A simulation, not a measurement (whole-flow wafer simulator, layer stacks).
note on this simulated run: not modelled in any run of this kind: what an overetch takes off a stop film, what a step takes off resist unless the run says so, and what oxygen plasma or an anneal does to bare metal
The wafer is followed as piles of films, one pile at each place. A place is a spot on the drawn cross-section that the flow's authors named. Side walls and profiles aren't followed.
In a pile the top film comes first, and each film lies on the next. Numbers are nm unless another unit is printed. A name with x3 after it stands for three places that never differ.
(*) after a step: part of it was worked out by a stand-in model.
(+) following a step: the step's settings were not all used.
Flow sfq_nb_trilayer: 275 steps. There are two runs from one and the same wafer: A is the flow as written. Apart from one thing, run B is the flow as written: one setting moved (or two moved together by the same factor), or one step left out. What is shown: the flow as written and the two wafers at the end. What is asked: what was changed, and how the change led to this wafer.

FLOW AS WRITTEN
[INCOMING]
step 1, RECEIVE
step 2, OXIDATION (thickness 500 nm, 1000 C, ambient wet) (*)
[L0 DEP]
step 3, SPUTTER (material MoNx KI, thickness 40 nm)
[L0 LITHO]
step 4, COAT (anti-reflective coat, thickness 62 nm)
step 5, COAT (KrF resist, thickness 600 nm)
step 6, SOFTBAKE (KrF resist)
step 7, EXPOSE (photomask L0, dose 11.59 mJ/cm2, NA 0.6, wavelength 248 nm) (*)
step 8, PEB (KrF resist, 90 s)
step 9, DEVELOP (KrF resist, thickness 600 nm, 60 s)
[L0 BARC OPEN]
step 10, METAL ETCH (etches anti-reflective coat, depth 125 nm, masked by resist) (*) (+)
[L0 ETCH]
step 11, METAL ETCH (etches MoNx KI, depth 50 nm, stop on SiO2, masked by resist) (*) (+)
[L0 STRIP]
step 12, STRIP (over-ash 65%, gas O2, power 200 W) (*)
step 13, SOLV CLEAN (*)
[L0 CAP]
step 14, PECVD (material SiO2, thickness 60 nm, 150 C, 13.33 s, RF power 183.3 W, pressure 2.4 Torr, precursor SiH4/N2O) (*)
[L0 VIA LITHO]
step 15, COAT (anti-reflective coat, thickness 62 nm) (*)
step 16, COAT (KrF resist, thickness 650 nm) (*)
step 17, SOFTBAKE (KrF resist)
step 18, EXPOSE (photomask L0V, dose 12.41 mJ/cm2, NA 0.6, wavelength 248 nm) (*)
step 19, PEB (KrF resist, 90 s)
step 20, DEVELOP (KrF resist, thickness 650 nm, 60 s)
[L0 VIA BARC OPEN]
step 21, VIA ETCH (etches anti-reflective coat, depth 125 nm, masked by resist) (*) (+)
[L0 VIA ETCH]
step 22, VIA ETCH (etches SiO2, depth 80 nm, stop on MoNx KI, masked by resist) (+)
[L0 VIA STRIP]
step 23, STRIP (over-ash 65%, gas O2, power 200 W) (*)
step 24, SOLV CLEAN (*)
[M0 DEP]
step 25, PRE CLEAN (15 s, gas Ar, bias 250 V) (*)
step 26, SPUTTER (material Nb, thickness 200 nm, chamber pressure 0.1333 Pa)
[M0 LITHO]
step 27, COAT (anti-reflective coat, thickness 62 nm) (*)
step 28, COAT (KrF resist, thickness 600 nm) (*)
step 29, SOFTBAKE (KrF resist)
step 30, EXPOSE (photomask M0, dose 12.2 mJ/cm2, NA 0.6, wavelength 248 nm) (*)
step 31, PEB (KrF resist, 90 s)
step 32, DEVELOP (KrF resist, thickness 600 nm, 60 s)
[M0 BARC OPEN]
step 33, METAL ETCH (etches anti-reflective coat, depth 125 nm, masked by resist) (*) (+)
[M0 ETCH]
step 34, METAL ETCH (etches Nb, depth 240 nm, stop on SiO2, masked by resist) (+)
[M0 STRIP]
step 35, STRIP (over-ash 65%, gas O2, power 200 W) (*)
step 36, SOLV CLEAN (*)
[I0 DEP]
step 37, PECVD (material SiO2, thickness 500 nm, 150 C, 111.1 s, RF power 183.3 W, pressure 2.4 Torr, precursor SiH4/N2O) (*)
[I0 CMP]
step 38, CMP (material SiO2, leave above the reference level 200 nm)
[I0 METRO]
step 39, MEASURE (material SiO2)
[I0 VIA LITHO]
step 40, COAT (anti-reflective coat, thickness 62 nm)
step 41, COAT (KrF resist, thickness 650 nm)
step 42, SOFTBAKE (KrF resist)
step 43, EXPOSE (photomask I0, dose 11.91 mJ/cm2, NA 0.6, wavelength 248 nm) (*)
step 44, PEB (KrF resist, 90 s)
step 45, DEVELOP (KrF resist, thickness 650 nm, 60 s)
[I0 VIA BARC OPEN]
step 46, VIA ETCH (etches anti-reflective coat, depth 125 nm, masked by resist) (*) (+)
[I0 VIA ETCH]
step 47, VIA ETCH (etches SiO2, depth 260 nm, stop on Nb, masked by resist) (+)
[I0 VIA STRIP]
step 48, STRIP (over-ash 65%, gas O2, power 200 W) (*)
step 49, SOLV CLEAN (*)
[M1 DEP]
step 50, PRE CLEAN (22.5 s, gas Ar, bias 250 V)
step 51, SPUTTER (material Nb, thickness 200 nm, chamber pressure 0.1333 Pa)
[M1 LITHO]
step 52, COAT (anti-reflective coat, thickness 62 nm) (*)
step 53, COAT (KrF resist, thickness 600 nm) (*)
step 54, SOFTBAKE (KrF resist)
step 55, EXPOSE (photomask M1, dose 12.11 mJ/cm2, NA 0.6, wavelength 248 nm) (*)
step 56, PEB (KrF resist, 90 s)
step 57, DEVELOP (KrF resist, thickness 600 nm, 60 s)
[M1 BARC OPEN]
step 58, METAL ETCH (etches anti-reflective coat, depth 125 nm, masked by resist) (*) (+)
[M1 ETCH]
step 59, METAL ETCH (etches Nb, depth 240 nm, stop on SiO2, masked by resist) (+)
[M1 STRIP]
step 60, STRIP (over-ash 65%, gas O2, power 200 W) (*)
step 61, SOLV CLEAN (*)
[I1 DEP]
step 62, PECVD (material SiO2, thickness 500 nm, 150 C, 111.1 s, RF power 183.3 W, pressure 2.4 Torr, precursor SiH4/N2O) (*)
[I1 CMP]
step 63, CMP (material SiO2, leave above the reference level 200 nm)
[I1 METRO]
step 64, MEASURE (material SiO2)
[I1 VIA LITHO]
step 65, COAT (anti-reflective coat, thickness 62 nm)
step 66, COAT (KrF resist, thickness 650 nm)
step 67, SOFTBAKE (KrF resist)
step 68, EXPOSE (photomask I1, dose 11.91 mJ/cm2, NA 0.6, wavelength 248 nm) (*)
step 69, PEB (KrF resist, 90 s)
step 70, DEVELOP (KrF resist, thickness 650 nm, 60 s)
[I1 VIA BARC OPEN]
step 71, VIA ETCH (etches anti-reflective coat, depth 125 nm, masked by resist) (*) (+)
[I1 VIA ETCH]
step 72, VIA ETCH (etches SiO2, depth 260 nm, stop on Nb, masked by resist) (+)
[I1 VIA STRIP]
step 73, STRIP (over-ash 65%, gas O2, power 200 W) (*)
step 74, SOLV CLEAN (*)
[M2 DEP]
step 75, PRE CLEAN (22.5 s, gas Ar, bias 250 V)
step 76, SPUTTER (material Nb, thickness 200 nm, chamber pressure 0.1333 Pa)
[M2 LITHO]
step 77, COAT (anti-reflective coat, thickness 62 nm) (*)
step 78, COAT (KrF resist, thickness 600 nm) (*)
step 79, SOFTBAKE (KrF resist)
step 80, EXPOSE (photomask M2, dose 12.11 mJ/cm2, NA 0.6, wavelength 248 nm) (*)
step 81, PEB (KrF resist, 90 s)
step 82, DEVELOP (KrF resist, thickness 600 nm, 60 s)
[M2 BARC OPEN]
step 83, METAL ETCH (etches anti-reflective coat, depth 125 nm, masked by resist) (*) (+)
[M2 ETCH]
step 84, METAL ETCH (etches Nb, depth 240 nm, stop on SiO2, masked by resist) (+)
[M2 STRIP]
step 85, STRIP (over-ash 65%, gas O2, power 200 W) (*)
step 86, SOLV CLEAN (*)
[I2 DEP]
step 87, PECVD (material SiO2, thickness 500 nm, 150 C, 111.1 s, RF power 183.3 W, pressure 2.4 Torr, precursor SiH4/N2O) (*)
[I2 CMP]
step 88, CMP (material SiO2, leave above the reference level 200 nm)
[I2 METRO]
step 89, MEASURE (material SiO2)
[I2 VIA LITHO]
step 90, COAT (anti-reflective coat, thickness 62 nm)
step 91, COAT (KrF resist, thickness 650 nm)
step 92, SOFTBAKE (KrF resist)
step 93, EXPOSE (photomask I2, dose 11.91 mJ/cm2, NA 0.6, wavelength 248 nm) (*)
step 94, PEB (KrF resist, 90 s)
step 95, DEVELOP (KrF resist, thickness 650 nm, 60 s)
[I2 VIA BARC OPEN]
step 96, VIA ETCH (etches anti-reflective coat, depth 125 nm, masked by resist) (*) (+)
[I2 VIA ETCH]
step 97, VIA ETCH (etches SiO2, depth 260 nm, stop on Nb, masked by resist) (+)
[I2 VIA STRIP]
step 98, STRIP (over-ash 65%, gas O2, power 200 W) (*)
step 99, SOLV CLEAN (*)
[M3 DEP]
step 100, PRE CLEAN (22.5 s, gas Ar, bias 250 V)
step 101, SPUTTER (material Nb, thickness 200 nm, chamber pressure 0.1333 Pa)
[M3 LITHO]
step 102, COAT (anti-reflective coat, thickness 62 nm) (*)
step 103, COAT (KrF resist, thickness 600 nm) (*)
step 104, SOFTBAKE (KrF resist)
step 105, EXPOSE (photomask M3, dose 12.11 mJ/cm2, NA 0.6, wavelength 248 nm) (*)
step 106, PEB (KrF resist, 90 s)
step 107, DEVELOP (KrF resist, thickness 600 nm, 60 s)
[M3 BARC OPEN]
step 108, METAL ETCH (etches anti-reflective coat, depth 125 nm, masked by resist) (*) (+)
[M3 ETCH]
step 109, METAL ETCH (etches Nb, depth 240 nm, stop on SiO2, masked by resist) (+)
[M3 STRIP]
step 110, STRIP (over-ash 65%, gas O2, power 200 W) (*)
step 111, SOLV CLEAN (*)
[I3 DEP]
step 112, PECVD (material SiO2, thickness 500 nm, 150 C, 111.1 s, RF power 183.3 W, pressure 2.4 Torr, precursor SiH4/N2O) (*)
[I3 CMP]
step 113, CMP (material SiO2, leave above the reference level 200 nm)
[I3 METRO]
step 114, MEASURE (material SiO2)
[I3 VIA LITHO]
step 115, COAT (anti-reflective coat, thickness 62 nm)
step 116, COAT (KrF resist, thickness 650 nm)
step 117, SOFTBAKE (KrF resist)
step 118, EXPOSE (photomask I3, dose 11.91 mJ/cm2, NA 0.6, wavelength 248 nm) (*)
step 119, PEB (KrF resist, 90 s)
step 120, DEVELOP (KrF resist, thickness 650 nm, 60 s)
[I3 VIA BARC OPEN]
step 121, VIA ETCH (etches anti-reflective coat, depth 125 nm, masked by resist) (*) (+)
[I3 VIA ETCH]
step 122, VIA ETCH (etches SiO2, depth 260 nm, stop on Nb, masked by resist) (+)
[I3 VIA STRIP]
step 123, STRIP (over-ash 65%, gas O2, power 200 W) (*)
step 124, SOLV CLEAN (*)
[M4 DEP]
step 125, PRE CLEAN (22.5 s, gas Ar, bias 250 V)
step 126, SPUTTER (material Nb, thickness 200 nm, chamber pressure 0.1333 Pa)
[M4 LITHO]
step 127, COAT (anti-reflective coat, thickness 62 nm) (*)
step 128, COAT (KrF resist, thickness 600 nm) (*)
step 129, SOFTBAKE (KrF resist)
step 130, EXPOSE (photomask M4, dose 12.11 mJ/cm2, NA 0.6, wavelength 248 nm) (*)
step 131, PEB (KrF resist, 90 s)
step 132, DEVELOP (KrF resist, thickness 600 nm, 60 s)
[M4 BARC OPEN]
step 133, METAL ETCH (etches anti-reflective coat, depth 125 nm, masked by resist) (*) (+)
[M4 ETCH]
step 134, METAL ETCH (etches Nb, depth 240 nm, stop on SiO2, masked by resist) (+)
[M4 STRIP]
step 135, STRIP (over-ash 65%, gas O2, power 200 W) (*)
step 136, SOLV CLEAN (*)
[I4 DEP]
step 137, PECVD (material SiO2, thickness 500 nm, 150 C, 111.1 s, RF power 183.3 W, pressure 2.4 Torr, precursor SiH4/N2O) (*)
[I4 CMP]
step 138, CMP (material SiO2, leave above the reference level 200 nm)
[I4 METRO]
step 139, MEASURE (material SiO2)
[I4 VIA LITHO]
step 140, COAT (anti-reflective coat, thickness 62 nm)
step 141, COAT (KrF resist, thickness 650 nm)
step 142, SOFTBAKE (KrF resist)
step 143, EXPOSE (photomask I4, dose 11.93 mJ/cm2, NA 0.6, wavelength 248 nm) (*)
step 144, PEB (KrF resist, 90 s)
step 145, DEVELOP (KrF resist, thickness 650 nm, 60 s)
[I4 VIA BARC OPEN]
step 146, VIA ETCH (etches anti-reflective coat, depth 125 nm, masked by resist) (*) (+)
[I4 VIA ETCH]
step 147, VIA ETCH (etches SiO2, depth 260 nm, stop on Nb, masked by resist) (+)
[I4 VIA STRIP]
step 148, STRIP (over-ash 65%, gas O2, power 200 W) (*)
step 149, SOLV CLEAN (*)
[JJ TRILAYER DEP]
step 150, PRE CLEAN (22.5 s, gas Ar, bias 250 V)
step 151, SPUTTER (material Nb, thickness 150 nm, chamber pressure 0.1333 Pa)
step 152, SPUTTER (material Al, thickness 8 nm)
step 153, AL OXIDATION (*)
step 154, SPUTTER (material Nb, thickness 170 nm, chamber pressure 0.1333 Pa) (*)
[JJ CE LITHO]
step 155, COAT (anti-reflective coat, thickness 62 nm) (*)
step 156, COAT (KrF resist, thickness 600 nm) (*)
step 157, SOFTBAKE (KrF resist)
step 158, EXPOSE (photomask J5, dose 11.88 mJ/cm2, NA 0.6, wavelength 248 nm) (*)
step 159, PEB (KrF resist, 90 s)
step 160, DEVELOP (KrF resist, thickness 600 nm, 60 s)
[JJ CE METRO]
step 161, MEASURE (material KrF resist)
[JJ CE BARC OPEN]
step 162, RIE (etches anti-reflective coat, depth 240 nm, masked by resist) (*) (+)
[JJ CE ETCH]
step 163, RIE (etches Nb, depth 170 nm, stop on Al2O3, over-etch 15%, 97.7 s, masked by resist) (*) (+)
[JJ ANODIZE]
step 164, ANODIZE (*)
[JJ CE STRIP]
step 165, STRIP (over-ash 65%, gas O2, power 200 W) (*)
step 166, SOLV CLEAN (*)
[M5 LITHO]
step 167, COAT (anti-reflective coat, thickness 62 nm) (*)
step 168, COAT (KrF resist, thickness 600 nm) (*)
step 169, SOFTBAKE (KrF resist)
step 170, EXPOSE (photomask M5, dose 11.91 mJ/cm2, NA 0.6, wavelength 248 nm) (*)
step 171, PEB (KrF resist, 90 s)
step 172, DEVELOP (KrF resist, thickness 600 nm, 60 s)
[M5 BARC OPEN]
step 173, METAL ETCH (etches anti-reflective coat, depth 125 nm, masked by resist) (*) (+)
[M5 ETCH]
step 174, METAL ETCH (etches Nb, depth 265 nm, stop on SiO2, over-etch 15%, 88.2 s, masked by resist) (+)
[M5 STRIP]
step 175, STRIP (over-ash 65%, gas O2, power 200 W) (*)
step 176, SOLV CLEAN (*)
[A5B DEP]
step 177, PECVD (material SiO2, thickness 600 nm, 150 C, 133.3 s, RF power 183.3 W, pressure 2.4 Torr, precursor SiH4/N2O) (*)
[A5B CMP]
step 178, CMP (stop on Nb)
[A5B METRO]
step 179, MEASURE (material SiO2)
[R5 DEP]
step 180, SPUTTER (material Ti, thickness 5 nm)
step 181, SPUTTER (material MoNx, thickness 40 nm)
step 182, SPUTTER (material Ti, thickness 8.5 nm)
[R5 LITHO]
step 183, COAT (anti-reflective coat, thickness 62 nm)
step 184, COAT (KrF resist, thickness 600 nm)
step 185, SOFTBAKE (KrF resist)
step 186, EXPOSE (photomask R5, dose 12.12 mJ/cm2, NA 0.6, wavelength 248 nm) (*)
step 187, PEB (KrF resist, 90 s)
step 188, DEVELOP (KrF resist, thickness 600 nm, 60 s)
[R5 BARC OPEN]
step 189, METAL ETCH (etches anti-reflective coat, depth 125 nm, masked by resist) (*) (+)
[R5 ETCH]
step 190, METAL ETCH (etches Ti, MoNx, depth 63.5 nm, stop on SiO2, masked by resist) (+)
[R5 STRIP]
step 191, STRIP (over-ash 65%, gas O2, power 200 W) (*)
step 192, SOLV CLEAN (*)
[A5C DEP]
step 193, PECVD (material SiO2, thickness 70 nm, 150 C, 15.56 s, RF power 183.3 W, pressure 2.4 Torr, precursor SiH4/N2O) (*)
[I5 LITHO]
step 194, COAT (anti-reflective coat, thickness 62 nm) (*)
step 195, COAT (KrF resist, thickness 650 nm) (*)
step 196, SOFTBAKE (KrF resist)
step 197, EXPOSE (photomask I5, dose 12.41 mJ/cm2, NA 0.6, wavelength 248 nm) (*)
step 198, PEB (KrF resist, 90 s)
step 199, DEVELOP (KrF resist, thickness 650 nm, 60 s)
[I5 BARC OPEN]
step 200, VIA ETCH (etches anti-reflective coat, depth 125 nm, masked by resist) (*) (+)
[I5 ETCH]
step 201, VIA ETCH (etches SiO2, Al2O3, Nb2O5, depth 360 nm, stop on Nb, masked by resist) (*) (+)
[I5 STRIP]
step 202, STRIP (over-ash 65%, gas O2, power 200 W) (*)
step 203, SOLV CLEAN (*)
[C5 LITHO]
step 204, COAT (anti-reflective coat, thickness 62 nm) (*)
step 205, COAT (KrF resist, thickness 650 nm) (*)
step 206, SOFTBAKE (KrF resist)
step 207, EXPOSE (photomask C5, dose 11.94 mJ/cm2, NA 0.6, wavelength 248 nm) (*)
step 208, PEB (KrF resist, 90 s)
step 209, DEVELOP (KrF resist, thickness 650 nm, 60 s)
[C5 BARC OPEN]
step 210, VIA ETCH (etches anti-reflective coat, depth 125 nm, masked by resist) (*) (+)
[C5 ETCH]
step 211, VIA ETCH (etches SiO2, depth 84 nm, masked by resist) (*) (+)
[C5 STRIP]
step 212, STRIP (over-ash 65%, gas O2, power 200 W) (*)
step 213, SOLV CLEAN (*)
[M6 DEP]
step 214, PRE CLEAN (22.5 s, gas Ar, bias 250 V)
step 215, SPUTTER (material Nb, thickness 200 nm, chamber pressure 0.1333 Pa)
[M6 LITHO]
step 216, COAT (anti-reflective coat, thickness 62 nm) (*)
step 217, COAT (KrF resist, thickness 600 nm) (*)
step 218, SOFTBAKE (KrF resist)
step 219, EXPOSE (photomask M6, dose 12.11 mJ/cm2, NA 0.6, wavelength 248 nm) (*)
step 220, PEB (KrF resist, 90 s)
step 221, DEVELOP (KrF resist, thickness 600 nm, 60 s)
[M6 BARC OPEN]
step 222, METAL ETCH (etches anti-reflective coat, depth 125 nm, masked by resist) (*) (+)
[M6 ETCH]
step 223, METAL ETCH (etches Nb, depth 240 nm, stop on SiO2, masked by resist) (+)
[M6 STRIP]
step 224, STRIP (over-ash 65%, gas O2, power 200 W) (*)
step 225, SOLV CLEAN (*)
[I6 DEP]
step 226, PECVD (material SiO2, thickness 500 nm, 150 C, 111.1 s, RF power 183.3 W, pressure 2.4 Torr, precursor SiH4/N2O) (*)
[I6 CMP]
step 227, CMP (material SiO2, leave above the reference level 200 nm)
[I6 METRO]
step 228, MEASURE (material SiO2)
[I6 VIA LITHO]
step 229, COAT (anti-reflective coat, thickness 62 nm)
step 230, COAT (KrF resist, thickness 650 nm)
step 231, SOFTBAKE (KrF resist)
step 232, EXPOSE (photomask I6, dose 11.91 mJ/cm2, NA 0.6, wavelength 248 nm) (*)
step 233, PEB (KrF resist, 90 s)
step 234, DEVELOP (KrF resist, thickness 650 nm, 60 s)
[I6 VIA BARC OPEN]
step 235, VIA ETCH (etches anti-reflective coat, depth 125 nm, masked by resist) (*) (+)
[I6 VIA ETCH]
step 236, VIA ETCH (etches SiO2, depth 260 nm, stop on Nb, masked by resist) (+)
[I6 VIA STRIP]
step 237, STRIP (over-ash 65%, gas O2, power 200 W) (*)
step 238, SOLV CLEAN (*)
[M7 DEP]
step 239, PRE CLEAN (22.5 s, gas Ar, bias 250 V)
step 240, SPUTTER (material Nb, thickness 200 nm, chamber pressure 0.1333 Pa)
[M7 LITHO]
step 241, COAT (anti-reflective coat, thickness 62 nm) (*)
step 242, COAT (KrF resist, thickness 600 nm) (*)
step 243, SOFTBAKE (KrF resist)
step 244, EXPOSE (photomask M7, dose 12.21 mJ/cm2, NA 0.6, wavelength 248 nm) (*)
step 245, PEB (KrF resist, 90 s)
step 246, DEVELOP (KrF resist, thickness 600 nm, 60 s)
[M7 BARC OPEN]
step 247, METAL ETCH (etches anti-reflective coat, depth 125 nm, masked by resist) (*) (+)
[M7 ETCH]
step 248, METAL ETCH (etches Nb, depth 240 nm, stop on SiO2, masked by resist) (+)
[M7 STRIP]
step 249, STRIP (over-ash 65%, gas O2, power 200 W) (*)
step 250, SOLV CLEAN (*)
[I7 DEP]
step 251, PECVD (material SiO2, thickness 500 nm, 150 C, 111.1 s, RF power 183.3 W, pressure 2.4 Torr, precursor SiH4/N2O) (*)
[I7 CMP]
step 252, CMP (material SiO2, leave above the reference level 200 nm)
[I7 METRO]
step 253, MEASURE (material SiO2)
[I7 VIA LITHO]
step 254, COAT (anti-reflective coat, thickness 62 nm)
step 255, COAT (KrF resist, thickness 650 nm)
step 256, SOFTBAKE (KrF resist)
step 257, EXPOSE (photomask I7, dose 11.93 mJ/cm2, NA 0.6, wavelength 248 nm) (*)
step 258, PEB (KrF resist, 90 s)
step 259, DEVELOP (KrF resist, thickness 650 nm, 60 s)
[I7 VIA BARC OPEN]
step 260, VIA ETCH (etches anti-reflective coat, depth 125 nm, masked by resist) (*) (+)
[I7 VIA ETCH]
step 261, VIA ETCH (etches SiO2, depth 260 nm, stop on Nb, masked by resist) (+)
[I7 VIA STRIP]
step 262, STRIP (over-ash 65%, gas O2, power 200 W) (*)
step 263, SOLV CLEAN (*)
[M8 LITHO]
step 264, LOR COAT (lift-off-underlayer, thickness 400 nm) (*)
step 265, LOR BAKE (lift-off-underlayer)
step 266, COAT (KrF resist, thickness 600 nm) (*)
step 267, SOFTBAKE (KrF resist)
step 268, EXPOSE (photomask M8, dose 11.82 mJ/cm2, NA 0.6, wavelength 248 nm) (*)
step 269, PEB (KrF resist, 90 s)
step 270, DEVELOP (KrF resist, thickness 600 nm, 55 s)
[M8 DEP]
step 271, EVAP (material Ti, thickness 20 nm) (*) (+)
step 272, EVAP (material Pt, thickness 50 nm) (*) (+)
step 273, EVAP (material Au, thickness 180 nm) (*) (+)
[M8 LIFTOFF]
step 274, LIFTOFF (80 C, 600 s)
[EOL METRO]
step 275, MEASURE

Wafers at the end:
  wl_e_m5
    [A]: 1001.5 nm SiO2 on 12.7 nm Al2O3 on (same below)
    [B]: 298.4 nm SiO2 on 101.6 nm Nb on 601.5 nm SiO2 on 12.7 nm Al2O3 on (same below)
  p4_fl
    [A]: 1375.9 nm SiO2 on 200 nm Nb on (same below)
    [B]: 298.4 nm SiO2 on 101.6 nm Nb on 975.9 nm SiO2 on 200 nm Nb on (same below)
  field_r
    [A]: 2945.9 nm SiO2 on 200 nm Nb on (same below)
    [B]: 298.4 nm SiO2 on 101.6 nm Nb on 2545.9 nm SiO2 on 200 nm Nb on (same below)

Cause: step 248, METAL ETCH: depth 98.4 nm was run, while the flow as written has depth 240 nm.

How this came from the change, step by step:
  step 248, METAL ETCH (etches Nb, depth 240 nm, stop on SiO2, masked by resist) (+)
      field_l, field_r, lsp_l and 62 more: A -200 Nb (all of it) | B -98.4 Nb
      v_sur, via_wl, via_w and 38 more: A -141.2 KrF resist | B -57.9 KrF resist
  step 249, STRIP (over-ash 65%, gas O2, power 200 W) (*)
      wl_j_sl, wl_jj, wl_j_sr and 14 more: A -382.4 KrF resist (all of it), -62 anti-reflective coat (all of it) | B -465.7 KrF resist (all of it), -62 anti-reflective coat (all of it)
      ln_m5, lsp_m, ln_m6, lsp_r: A -381.9 KrF resist (all of it), -61.8 anti-reflective coat (all of it) | B -465.2 KrF resist (all of it), -61.8 anti-reflective coat (all of it)
      (as well as at 20 more places)
  step 251, PECVD (material SiO2, thickness 500 nm, 150 C, 111.1 s, RF power 183.3 W, pressure 2.4 Torr, precursor SiH4/N2O) (*)
      field_l, p4_fl, p4_fm and 56 more: A +500 SiO2 | B +500 SiO2 (new film)
      field_r, lsp_l: A +477.7 SiO2 | B +489 SiO2 (new film)
      (as well as at 4 more places)
  step 252, CMP (material SiO2, leave above the reference level 200 nm)
      field_l, p4_fl, p4_fm and 56 more: A -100 SiO2 | B -201.6 SiO2
      field_r, lsp_l: A -77.7 SiO2 | B -190.6 SiO2
      (as well as at 4 more places)
With metal films that touch counted as one body, wl_e_m5 has 7 bodies (between them, from the top down: SiO2 601.5 / Al2O3 12.7 / Nb2O5 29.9; SiO2 192.5; SiO2 192.5; SiO2 192.5; SiO2 192.5; SiO2 192.5); the flow as written gives 6 bodies (between them, from the top down: SiO2 192.5; SiO2 192.5; SiO2 192.5; SiO2 192.5; SiO2 192.5).
With metal films that touch counted as one body, p4_fl has 3 bodies (between them, from the top down: SiO2 975.9; SiO2 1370); the flow as written gives 2 bodies (between them, from the top down: SiO2 1370).
With metal films that touch counted as one body, field_r has 2 bodies (between them, from the top down: SiO2 2545.9); the flow as written gives 1 body.
